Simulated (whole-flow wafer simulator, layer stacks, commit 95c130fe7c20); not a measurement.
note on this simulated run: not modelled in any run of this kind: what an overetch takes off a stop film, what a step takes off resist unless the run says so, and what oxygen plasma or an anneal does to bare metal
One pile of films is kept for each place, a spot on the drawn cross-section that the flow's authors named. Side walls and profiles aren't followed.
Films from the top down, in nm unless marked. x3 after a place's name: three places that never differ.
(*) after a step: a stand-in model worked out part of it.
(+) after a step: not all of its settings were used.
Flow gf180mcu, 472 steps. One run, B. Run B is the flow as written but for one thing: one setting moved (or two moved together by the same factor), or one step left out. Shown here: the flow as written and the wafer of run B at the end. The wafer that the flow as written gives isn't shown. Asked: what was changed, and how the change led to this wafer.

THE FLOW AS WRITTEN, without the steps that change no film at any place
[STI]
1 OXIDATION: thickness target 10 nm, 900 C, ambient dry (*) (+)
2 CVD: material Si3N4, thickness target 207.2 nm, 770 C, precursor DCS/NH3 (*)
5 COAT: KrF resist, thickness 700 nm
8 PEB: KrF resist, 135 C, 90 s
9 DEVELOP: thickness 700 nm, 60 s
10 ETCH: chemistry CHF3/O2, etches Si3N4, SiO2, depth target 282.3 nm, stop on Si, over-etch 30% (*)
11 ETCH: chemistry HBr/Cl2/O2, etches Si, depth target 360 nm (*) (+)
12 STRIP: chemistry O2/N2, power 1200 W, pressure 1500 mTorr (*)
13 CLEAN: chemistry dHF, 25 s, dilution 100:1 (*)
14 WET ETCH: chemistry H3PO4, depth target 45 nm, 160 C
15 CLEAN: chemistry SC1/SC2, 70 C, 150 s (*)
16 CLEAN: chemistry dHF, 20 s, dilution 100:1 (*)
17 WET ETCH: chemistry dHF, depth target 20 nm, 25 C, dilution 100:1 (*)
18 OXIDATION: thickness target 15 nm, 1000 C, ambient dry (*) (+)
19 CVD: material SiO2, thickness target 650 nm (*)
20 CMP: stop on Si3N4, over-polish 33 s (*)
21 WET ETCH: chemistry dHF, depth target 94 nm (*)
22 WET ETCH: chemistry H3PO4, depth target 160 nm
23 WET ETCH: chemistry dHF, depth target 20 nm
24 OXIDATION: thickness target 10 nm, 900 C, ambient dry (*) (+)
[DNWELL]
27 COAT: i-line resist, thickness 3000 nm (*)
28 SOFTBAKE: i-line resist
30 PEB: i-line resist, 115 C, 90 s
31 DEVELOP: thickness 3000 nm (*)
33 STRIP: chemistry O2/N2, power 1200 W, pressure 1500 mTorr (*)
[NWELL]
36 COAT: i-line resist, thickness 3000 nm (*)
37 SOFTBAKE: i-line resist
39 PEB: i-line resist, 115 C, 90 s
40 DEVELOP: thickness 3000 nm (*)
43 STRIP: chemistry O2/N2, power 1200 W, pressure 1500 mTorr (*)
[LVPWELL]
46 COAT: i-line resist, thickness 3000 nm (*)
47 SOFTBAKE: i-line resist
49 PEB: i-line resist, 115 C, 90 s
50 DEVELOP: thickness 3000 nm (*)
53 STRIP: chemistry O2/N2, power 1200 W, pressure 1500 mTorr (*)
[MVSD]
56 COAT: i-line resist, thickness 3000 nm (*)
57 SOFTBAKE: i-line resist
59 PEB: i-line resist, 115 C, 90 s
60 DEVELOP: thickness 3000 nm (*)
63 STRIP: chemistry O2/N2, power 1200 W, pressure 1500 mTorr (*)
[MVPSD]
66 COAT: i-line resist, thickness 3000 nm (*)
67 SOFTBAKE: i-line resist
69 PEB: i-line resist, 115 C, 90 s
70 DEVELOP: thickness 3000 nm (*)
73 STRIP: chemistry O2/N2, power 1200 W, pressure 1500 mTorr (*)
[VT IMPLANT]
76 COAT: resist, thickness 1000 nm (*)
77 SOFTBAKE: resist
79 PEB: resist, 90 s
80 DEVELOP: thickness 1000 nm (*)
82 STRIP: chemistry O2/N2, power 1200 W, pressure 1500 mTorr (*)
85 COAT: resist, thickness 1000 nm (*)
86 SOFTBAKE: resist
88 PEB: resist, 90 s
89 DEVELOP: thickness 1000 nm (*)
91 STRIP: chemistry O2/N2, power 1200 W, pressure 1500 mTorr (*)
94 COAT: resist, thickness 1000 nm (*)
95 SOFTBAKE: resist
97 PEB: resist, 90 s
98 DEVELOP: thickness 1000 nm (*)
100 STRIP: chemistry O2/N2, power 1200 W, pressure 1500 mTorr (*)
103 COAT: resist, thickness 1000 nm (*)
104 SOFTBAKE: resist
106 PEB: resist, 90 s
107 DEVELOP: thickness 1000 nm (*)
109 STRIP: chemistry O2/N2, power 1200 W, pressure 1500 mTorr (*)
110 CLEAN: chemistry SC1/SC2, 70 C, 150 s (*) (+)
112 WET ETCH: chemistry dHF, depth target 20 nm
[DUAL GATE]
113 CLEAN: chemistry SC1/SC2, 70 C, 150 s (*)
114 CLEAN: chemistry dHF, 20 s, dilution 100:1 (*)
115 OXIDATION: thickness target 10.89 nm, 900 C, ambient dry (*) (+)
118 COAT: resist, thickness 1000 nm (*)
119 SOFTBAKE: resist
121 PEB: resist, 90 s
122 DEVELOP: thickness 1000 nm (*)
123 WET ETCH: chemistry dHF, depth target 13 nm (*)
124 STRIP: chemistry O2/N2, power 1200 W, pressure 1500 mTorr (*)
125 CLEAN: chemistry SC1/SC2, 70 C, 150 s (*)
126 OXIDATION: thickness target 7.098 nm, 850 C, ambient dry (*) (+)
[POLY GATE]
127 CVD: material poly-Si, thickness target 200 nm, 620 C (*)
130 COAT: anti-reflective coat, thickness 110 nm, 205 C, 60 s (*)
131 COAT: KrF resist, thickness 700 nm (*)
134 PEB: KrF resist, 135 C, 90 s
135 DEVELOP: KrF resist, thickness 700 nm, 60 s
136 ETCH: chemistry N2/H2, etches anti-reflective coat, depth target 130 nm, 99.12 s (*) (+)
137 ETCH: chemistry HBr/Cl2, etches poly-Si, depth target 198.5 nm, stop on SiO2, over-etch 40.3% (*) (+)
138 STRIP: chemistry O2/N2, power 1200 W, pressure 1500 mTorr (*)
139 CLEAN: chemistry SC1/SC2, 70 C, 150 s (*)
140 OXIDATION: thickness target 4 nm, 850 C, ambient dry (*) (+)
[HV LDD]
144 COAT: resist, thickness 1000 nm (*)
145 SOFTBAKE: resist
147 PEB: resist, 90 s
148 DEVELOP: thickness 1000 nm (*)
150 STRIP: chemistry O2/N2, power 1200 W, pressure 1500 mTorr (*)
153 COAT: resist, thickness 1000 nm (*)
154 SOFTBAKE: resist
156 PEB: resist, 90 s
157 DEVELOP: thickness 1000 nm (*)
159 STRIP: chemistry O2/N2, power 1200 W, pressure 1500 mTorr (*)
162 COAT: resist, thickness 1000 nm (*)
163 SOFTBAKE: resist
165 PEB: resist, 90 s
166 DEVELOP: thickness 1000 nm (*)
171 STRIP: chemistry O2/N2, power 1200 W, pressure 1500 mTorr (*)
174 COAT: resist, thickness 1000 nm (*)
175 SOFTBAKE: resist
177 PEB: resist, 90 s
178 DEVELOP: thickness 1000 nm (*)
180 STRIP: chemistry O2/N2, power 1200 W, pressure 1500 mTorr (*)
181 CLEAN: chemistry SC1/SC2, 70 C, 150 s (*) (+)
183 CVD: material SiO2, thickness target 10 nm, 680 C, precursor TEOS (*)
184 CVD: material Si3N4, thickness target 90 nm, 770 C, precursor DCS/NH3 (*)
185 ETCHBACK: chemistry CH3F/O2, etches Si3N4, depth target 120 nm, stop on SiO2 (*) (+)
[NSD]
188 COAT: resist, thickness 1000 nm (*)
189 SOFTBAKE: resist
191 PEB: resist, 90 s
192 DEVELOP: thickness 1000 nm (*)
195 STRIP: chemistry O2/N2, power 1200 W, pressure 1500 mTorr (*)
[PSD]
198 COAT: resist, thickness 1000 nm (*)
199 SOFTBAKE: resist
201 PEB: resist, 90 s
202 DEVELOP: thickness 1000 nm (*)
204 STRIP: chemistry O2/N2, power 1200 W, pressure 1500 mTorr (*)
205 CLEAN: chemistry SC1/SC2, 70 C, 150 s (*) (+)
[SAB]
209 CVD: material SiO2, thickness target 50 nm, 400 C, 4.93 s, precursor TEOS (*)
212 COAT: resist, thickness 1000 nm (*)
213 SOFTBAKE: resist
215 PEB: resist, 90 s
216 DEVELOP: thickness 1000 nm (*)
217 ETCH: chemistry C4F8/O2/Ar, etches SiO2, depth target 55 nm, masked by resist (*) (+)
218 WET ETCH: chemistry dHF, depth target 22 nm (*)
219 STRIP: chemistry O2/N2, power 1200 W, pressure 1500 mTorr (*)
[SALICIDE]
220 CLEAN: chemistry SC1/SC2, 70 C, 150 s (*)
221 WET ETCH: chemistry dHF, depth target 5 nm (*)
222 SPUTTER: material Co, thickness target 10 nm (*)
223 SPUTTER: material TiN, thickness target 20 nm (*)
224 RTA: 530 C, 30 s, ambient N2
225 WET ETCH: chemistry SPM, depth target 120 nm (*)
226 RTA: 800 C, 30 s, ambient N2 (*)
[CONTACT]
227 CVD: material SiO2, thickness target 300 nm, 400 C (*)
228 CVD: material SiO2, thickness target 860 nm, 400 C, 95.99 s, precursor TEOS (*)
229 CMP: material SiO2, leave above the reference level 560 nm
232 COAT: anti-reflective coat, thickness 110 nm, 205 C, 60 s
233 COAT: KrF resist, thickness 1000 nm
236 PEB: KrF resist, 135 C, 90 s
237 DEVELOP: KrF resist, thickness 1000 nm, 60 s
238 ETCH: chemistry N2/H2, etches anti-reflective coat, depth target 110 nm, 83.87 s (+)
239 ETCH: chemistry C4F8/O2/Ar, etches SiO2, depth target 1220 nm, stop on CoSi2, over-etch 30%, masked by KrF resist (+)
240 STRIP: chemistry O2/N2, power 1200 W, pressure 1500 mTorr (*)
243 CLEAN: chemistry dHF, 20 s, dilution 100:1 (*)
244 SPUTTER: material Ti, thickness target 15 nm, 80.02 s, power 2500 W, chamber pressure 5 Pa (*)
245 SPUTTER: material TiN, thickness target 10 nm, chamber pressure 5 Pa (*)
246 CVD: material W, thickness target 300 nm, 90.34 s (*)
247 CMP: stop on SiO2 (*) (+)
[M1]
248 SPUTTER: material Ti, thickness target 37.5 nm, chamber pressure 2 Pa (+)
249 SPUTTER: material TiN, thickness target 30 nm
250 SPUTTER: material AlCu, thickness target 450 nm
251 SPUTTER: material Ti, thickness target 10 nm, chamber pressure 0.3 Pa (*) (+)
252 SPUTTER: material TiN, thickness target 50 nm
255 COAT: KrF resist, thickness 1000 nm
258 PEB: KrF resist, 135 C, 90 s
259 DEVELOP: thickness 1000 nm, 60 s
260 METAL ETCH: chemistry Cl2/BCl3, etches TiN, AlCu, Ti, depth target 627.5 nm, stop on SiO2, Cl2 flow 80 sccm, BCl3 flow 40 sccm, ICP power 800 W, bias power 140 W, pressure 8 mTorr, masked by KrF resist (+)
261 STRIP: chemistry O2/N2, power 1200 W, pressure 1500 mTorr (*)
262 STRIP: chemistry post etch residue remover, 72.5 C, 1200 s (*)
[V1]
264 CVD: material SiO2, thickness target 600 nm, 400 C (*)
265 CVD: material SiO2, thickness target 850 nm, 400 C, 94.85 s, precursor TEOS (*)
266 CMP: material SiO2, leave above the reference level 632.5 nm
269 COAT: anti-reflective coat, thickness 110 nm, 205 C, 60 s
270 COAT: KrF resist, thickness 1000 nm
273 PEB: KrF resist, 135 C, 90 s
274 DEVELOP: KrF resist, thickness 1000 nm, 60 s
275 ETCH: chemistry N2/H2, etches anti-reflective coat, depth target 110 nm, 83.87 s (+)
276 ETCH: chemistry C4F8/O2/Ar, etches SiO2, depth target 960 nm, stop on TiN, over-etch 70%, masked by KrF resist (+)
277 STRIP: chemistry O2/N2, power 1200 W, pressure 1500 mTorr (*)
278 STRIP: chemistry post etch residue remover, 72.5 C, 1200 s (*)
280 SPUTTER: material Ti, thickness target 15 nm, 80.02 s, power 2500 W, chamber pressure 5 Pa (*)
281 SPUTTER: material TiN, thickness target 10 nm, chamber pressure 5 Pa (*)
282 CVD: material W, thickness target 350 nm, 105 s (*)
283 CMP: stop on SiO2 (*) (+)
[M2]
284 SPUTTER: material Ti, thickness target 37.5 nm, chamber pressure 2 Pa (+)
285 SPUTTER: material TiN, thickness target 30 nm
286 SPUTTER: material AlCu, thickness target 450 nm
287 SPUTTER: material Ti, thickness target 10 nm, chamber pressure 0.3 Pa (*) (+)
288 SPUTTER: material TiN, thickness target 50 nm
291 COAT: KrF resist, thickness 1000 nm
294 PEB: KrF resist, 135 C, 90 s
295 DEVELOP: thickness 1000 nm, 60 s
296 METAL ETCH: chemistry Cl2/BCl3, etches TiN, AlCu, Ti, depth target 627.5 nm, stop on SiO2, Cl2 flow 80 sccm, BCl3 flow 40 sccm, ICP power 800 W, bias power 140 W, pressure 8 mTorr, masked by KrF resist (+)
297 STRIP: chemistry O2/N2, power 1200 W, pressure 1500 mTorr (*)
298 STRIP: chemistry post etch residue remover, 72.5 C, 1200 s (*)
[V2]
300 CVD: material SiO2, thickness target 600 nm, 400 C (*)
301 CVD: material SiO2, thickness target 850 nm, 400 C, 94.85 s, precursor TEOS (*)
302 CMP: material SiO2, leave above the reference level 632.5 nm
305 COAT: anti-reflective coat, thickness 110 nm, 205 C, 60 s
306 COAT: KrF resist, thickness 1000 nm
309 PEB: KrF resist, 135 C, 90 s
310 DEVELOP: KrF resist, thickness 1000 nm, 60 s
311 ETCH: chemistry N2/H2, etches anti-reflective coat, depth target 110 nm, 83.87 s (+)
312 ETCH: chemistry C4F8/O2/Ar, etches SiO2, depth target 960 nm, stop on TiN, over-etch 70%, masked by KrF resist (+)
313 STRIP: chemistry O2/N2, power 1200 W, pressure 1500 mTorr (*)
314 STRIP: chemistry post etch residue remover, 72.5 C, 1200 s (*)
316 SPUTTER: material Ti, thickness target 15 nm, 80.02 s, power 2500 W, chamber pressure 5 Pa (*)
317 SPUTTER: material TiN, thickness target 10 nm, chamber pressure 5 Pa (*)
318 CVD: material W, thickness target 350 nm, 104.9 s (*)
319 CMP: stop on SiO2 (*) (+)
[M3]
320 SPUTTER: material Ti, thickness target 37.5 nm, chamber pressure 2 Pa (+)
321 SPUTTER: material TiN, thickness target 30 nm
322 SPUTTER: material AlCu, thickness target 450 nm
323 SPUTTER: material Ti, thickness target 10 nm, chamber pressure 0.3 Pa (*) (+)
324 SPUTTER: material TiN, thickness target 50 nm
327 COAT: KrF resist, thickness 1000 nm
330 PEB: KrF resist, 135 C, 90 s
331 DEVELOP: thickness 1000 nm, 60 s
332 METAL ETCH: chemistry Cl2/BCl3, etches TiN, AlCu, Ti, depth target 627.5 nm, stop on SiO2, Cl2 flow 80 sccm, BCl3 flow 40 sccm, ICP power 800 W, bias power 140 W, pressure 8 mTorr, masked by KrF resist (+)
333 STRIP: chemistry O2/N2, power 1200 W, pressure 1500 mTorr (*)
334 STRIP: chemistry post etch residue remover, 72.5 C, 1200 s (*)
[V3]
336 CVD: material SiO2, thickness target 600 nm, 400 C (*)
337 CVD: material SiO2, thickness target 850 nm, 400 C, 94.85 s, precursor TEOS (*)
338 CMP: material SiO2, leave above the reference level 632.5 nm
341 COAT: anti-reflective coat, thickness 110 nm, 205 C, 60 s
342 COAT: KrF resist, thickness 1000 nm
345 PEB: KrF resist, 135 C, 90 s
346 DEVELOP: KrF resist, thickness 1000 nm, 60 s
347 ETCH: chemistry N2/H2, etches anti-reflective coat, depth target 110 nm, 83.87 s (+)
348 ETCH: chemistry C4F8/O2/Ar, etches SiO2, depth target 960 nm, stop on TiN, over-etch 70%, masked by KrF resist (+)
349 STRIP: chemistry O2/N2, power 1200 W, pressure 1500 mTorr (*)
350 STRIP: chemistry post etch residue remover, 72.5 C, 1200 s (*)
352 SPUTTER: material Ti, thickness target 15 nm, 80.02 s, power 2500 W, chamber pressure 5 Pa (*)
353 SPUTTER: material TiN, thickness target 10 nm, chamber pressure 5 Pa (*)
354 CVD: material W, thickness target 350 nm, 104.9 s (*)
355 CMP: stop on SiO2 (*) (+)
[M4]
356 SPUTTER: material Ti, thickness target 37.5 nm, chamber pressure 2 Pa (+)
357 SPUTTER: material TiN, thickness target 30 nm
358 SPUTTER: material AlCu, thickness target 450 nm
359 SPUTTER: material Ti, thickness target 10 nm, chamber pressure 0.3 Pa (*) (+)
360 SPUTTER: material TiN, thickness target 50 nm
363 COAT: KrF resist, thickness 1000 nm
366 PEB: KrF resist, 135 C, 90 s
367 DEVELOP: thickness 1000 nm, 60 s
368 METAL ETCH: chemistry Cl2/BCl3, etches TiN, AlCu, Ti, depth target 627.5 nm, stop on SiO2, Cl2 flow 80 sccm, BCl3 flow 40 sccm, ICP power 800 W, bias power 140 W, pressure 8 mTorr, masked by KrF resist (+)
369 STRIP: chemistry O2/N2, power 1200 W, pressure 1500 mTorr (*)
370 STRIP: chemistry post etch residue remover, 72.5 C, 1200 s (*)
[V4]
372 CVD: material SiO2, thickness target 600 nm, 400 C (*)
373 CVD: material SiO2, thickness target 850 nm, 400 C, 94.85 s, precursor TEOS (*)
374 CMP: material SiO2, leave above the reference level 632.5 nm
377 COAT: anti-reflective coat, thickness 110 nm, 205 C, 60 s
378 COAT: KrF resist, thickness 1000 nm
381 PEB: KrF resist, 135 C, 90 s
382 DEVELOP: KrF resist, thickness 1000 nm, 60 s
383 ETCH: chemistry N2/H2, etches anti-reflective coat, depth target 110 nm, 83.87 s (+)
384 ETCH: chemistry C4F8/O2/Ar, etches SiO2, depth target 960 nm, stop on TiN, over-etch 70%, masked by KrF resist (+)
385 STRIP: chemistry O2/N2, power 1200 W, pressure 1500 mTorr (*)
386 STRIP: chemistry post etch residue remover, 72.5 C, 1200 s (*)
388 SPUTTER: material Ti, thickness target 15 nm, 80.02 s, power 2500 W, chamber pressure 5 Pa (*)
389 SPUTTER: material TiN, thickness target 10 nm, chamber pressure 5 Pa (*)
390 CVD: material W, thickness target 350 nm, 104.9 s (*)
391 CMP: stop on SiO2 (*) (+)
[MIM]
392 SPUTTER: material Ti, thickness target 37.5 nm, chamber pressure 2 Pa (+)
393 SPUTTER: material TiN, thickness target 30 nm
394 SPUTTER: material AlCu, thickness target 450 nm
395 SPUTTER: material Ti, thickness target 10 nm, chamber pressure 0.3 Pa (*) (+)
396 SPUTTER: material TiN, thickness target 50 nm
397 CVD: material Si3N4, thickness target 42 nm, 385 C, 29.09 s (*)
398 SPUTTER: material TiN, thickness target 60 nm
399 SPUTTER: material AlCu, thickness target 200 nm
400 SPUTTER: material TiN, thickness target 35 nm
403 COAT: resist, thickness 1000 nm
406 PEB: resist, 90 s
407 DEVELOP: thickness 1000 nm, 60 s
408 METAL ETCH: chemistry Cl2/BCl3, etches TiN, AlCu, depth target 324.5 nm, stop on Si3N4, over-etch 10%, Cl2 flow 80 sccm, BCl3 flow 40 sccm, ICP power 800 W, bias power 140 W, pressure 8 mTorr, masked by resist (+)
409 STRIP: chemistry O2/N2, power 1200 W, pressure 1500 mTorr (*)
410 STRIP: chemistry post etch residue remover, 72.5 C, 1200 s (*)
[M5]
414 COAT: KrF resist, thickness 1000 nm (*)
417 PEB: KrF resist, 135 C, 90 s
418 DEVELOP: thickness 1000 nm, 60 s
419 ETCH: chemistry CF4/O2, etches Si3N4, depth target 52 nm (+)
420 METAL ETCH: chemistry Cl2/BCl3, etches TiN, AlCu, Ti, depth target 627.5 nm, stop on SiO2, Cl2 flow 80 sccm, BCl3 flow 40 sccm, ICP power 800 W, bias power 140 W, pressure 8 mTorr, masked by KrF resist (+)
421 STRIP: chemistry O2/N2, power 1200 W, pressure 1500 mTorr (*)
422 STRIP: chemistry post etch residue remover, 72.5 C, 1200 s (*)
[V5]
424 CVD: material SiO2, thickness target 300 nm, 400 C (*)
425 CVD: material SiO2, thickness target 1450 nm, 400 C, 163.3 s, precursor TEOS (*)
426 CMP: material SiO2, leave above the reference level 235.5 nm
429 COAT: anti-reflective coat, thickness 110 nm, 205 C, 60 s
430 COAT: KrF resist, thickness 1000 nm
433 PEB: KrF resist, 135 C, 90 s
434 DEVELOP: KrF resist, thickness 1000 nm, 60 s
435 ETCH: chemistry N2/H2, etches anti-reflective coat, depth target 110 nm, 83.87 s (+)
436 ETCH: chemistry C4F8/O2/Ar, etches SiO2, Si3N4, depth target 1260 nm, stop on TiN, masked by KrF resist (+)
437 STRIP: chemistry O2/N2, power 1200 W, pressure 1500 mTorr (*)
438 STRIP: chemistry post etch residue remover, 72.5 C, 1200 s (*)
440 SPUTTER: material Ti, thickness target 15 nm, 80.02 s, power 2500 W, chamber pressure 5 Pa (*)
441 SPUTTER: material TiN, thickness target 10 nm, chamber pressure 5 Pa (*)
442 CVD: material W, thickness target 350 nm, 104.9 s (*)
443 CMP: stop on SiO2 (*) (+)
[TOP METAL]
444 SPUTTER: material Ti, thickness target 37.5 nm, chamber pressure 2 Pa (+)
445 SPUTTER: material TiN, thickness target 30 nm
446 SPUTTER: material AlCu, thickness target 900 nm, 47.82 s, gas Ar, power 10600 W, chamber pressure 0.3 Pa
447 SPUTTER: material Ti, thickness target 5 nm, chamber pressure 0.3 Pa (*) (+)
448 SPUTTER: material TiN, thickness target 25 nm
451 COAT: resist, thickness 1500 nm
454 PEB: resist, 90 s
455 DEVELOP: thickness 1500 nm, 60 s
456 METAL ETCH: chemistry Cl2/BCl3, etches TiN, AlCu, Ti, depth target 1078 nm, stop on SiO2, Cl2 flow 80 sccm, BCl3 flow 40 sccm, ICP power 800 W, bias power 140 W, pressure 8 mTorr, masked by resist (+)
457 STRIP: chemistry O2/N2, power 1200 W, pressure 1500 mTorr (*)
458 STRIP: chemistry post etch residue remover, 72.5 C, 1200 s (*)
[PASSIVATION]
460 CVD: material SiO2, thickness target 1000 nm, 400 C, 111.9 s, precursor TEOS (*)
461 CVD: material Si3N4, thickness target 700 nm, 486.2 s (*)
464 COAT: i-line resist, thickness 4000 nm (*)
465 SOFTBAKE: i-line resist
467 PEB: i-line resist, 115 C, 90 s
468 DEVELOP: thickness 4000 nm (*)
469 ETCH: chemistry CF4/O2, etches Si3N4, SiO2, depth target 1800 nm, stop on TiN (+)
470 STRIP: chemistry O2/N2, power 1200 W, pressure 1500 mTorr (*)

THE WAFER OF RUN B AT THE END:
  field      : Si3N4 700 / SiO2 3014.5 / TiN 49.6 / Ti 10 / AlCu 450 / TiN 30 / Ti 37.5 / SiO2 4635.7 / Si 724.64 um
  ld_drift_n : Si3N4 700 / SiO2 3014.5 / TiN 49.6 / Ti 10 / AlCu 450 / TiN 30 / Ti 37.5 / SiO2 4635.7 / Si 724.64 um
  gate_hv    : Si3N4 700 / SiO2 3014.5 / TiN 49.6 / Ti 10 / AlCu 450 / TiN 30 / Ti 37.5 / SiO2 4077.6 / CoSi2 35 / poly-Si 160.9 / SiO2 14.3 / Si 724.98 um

The cause: step 368, METAL ETCH: chemistry Cl2/BCl3, etches TiN, AlCu, Ti, depth target 627.5 nm, stop on SiO2, Cl2 flow 80 sccm, BCl3 flow 40 sccm, ICP power 800 W, bias power 140 W, pressure 8 mTorr, masked by KrF resist (+), was left out.

How the change led to this, step by step:
  369 STRIP: chemistry O2/N2, power 1200 W, pressure 1500 mTorr (*)
      field__w8, contact, m1, m1__w1, m1_nw: KrF resist -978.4 (all of it) (as written it would be: KrF resist -727.4 (all of it))
  372 CVD: material SiO2, thickness target 600 nm, 400 C (*)
      field, field__w1, field__w2 and 103 more: SiO2 +600 (new film) (as written it would be: SiO2 +600)
  374 CMP: material SiO2, leave above the reference level 632.5 nm
      field, field__w1, field__w2 and 103 more: SiO2 -877.1 (as written it would be: SiO2 -300)
Counting metal films that touch as one body, field has 1 body; the flow as written gives 0 bodies.
Counting metal films that touch as one body, ld_drift_n has 1 body; the flow as written gives 0 bodies.
Counting metal films that touch as one body, gate_hv has 2 bodies (between them, from the top down: SiO2 4077.6); the flow as written gives 1 body.
